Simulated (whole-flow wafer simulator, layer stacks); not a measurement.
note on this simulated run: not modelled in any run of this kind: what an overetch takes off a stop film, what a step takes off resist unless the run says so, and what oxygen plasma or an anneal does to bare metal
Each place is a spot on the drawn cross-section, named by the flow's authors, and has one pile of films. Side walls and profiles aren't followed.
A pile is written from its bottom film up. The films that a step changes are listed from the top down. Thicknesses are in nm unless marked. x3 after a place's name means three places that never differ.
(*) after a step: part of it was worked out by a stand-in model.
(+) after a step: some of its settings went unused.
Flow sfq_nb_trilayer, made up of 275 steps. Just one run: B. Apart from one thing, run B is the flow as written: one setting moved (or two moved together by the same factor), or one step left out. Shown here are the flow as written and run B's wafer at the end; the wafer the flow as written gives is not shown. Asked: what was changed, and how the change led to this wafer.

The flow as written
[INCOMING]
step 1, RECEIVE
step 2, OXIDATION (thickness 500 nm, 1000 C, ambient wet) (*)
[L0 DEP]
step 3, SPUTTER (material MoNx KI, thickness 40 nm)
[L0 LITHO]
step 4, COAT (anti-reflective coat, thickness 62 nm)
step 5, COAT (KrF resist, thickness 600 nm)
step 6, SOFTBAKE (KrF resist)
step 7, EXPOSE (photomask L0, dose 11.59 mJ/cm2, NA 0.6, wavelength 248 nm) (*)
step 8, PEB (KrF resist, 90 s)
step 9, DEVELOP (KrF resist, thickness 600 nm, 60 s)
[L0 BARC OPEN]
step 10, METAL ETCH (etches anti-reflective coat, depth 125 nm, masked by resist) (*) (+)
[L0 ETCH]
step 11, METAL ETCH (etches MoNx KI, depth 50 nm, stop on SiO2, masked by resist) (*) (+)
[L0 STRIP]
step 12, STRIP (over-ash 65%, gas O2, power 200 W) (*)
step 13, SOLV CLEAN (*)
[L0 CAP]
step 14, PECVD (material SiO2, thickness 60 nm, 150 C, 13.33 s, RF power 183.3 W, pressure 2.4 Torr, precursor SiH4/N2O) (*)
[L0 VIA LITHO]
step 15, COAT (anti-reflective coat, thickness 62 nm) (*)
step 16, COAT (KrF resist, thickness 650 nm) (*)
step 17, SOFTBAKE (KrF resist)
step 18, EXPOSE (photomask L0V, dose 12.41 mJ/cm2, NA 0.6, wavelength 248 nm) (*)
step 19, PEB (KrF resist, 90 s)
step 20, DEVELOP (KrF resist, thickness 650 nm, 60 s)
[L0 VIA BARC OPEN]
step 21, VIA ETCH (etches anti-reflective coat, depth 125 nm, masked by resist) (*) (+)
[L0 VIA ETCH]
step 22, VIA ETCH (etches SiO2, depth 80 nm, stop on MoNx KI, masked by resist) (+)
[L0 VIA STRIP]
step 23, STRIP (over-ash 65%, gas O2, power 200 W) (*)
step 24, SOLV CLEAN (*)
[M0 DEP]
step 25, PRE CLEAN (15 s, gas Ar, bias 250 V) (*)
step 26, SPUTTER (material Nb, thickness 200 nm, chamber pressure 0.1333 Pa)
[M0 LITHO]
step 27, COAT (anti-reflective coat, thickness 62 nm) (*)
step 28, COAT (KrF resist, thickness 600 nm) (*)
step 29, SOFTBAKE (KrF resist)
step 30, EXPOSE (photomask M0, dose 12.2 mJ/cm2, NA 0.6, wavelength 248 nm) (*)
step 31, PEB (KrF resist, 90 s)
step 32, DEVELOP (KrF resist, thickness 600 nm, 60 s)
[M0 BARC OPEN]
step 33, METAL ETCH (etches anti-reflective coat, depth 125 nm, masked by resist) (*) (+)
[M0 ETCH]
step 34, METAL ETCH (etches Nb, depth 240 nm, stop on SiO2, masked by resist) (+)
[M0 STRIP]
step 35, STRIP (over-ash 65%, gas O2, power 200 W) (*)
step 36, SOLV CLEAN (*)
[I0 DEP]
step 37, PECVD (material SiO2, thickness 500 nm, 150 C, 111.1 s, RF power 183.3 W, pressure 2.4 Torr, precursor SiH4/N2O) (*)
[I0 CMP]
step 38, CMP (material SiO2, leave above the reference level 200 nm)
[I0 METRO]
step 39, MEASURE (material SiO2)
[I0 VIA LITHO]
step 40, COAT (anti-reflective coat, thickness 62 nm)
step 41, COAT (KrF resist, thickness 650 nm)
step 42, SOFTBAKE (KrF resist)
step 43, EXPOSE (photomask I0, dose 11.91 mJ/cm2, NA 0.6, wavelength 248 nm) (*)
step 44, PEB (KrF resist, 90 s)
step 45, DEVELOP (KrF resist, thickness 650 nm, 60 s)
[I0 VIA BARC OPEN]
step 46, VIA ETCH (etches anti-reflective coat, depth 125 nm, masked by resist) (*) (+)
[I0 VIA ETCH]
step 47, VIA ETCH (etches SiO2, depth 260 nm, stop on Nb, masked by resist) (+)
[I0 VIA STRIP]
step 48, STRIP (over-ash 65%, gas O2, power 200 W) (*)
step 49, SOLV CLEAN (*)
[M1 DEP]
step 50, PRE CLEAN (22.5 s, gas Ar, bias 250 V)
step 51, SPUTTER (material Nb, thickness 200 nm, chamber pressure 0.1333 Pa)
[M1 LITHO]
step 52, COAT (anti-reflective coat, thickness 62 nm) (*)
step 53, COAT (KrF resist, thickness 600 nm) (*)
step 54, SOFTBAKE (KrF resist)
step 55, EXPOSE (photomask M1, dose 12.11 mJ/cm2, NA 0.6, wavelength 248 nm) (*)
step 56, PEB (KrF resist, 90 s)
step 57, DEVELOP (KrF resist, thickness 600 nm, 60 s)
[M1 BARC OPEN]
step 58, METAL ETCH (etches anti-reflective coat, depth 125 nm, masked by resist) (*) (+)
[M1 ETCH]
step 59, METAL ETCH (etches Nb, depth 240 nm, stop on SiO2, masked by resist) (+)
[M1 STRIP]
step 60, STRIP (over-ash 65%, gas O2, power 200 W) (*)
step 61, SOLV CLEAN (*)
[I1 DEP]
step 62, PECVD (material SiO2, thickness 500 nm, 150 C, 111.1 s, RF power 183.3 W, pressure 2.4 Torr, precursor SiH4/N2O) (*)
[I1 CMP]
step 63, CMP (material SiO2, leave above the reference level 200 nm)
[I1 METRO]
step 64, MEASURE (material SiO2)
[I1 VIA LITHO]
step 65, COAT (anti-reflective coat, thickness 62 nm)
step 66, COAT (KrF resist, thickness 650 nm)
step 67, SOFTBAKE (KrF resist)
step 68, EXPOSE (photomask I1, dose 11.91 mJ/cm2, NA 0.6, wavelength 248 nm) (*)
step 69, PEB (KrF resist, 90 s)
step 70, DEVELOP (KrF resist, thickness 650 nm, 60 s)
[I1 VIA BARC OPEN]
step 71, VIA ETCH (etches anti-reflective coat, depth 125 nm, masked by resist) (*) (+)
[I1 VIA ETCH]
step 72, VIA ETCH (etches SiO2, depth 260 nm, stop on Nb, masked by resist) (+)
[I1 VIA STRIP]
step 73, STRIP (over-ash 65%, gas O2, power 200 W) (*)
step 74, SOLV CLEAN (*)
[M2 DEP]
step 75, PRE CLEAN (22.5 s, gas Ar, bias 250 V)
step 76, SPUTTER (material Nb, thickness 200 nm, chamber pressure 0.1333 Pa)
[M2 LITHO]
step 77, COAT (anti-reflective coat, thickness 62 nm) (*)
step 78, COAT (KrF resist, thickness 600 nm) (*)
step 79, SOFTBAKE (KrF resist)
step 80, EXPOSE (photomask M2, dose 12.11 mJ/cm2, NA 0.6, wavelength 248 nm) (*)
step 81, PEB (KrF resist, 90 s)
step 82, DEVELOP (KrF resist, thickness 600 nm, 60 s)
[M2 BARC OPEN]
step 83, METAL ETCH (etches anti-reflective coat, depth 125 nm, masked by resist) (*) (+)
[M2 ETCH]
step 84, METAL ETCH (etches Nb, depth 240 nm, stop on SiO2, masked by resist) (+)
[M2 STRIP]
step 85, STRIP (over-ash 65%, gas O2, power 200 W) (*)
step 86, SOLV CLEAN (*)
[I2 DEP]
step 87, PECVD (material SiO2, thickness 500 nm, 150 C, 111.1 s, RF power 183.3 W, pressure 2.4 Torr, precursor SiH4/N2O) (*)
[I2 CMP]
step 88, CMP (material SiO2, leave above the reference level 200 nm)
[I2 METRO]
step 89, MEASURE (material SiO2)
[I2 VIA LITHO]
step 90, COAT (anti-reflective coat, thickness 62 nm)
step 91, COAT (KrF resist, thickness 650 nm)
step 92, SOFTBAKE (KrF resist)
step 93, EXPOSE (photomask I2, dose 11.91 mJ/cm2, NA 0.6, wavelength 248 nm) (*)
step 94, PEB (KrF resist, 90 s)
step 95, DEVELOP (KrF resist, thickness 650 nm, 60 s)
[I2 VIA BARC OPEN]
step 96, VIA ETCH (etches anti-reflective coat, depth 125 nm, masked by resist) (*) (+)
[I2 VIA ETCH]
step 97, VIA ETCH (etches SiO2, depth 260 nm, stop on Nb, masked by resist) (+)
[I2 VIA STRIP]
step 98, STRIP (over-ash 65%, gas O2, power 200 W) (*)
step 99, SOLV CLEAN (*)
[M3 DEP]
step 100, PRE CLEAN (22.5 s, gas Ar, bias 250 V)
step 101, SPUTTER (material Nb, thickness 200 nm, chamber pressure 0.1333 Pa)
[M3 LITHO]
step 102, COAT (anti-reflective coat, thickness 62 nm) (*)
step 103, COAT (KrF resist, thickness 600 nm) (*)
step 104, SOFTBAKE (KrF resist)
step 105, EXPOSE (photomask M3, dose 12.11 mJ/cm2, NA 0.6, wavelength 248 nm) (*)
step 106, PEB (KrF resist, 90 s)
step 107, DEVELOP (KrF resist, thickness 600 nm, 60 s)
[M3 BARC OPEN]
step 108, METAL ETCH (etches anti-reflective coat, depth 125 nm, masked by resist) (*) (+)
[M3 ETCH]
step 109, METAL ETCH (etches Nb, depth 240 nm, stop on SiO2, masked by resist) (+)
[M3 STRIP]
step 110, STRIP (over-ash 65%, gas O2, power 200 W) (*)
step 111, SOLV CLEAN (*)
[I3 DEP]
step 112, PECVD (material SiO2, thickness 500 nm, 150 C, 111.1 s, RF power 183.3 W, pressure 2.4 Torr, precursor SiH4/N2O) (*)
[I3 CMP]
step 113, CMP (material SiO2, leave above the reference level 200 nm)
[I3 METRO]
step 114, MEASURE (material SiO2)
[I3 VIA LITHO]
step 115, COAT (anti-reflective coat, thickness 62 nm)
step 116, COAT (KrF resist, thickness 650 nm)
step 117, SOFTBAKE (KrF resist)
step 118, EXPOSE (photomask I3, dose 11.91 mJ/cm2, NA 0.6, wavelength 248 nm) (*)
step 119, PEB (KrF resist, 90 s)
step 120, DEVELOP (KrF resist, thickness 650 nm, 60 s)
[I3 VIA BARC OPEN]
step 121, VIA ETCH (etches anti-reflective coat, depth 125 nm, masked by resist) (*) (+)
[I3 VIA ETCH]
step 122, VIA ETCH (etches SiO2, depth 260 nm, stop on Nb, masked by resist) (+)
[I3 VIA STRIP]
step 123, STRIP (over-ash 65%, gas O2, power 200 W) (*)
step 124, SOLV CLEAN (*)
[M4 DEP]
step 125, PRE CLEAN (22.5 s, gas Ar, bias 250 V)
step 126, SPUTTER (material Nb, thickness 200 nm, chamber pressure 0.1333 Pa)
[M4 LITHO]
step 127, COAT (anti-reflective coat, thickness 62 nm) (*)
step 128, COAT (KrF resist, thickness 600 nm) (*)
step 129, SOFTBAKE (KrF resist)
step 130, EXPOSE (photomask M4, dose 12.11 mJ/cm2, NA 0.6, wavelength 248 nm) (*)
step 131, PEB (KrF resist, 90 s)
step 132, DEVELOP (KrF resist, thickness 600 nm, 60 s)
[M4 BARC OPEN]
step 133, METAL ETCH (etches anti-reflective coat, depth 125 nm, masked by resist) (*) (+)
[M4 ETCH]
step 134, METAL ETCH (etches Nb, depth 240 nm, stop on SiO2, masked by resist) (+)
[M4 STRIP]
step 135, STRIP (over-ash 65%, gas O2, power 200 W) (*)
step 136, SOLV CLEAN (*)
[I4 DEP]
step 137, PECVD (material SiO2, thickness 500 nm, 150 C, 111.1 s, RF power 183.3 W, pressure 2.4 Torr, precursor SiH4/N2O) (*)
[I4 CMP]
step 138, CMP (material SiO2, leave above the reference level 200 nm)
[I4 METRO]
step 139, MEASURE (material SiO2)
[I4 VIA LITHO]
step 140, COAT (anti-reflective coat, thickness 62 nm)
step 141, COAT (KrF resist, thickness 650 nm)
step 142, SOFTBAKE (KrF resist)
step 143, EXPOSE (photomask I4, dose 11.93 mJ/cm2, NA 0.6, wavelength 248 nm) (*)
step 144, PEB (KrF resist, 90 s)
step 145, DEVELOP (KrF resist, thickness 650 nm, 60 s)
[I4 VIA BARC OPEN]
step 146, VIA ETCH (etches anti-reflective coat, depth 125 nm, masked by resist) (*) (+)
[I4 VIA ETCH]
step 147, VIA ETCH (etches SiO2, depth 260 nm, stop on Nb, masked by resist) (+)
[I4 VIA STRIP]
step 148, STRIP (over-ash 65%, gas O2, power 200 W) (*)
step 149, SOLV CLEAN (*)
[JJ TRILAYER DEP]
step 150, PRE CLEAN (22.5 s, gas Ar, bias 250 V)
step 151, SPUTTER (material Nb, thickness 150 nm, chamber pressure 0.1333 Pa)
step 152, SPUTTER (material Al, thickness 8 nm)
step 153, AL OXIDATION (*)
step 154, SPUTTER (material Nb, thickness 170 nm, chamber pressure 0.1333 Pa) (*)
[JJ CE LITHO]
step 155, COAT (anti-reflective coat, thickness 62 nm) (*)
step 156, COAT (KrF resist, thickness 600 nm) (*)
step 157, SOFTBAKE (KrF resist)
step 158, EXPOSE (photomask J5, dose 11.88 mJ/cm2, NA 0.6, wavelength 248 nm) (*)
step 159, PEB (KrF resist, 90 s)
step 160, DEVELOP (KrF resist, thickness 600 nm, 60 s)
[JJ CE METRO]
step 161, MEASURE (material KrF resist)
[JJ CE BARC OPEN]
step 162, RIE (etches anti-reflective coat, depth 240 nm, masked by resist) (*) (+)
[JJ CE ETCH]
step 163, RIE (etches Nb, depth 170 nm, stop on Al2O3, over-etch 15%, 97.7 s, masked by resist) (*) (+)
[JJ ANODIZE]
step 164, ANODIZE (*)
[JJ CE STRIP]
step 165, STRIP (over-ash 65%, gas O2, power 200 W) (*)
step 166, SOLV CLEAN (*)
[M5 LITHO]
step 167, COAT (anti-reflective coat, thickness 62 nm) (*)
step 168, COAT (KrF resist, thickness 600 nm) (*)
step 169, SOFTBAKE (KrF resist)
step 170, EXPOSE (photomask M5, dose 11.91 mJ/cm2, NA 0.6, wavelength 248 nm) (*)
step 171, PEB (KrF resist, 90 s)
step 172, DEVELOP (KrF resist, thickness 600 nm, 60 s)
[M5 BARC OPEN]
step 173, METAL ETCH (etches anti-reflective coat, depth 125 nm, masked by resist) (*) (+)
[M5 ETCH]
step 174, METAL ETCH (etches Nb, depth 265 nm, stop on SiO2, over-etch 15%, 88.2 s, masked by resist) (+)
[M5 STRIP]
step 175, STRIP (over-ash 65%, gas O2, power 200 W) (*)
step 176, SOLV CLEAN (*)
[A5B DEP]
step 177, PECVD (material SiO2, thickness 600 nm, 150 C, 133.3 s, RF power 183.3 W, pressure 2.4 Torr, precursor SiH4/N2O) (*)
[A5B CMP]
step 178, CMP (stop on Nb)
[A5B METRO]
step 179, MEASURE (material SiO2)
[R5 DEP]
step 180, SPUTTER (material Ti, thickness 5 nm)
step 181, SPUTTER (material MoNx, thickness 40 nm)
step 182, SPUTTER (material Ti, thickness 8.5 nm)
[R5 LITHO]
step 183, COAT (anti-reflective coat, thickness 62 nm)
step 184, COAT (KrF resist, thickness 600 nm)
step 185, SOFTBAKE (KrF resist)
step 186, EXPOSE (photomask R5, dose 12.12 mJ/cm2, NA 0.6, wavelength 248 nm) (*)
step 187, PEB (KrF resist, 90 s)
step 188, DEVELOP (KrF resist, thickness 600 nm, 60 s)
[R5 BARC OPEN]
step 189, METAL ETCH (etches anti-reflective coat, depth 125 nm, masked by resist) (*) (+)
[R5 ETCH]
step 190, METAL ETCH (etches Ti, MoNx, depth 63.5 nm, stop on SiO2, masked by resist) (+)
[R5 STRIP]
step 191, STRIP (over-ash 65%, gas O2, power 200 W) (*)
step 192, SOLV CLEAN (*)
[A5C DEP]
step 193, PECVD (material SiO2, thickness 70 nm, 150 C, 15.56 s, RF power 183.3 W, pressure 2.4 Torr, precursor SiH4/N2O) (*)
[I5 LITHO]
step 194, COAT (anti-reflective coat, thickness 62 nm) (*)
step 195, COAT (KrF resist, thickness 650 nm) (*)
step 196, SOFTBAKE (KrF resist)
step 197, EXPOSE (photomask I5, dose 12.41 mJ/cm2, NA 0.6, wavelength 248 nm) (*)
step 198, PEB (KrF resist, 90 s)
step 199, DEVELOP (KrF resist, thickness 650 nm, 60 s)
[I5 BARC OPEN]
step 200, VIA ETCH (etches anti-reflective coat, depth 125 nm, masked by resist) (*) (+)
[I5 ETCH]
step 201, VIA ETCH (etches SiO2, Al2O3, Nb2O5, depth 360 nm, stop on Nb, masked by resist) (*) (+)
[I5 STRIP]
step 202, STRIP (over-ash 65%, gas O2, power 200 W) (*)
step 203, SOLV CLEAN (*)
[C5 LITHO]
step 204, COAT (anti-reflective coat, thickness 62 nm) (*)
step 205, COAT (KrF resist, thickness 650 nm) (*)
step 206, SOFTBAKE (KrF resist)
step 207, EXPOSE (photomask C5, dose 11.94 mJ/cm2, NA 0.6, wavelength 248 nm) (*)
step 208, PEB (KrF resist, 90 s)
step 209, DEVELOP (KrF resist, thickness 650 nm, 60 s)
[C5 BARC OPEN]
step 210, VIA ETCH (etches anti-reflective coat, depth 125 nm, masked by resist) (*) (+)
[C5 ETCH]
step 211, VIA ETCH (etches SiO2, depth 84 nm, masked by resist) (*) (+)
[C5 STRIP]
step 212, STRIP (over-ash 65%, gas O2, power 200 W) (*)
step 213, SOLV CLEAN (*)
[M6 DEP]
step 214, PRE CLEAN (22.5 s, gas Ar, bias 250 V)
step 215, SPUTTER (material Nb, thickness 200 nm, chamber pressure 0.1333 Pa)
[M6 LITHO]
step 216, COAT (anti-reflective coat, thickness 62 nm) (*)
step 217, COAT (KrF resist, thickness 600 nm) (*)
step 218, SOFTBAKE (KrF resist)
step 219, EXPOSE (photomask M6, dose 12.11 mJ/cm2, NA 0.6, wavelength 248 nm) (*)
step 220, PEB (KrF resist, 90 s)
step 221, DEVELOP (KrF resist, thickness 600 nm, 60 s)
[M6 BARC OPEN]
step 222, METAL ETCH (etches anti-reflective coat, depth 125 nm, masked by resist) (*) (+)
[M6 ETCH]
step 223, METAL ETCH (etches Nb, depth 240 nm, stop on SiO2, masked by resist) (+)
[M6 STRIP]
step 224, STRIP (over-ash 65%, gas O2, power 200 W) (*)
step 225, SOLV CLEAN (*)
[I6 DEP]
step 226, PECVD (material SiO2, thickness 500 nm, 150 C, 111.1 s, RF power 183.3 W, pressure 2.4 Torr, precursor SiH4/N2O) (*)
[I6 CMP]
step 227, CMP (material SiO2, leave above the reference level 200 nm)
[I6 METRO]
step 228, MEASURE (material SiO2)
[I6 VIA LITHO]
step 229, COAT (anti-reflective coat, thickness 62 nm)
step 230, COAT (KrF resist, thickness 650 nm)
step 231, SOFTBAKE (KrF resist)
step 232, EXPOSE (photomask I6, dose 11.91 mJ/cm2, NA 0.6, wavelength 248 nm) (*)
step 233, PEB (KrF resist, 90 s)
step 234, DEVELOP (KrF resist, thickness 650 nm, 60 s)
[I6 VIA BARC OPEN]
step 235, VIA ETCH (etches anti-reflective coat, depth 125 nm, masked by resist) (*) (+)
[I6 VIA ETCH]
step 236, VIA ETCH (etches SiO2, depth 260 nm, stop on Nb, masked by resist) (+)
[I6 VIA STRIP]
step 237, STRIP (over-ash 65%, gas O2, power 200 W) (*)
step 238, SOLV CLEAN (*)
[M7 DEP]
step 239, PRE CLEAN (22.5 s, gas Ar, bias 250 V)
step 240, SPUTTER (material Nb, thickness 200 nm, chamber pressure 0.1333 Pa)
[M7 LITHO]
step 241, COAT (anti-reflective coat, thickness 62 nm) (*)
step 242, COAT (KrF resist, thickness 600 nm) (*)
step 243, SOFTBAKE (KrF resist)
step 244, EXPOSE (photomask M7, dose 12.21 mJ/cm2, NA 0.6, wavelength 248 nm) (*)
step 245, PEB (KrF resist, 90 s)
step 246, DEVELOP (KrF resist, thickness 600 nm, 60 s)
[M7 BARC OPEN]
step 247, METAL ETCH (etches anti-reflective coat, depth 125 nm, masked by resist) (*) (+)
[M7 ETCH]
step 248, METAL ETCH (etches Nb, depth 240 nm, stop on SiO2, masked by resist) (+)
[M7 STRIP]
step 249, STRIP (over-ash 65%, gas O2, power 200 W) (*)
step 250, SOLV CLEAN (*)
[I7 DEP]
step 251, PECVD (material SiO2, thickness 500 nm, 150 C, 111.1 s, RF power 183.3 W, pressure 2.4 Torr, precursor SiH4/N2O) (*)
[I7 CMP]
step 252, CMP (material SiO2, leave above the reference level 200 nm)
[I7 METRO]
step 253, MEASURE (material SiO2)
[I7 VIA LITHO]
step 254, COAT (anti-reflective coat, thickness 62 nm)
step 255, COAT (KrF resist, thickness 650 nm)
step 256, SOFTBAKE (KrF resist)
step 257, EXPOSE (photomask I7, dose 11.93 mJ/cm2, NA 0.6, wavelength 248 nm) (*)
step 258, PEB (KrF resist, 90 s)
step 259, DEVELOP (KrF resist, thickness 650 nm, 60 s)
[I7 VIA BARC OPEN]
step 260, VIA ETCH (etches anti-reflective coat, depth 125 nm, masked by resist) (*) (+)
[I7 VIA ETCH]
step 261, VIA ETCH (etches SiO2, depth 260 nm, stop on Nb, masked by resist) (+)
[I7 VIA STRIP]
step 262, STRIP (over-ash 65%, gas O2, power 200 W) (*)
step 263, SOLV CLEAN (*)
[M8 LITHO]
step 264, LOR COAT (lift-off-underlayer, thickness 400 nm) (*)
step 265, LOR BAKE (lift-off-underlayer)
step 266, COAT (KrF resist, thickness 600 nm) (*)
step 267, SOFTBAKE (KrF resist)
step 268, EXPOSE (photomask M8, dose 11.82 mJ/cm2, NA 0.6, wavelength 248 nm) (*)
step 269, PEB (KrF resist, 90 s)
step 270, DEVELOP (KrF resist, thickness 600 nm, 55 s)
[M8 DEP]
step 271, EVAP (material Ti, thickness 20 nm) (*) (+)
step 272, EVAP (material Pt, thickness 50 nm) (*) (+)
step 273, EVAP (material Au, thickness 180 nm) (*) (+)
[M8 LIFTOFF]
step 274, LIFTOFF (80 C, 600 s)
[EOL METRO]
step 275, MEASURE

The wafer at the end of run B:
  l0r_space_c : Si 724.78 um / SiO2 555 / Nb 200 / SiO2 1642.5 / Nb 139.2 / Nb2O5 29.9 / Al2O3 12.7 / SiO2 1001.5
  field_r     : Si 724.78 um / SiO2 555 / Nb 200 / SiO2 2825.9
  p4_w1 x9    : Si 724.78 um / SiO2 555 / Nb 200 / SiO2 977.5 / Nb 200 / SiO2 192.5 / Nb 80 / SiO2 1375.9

The reason: step 126, SPUTTER: thickness 80 nm was run, whereas the flow has thickness 200 nm.
The wafer itself shows it: p4_w1 x9 has Nb 80, and step 126 as written asks for 200 nm.

Step by step, how the change led to this:
  step 126, SPUTTER (material Nb, thickness 200 nm, chamber pressure 0.1333 Pa)
      field_l, v_sur, via_wl and 102 more: +80 Nb (new film) (it would be, as written: +200 Nb (new film))
      via_v: +65.9 Nb (it would be, as written: +165.5 Nb)
  step 127, COAT (anti-reflective coat, thickness 62 nm) (*)
      via_v: +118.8 anti-reflective coat (new film) (it would be, as written: +124.8 anti-reflective coat (new film))
  step 134, METAL ETCH (etches Nb, depth 240 nm, stop on SiO2, masked by resist) (+)
      field_l, be, be_sur and 64 more: -80 Nb (all of it) (it would be, as written: -200 Nb (all of it))
      v_sur, via_wl, via_w and 36 more: -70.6 KrF resist (it would be, as written: -141.2 KrF resist)
  step 135, STRIP (over-ash 65%, gas O2, power 200 W) (*)
      p4_fl x3, p4_w1 x9, p4_g1 x2 and 15 more: -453 KrF resist (all of it), -62 anti-reflective coat (all of it) (it would be, as written: -382.4 KrF resist (all of it), -62 anti-reflective coat (all of it))
      ln_m5, lsp_m, ln_m6: -452.6 KrF resist (all of it), -61.8 anti-reflective coat (all of it) (it would be, as written: -381.9 KrF resist (all of it), -61.8 anti-reflective coat (all of it))
      (also at 7 further places)
  step 137, PECVD (material SiO2, thickness 500 nm, 150 C, 111.1 s, RF power 183.3 W, pressure 2.4 Torr, precursor SiH4/N2O) (*)
      p3_s0 x6: +500 SiO2 (it would be, as written: +557.1 SiO2)
      via_v: +581.4 SiO2 (new film) (it would be, as written: +615 SiO2 (new film))
  step 138, CMP (material SiO2, leave above the reference level 200 nm)
      field_l, be, be_sur and 55 more: -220 SiO2 (it would be, as written: -100 SiO2)
      p3_s0 x6: -220 SiO2 (it would be, as written: -157.1 SiO2)
      (also at 4 further places)
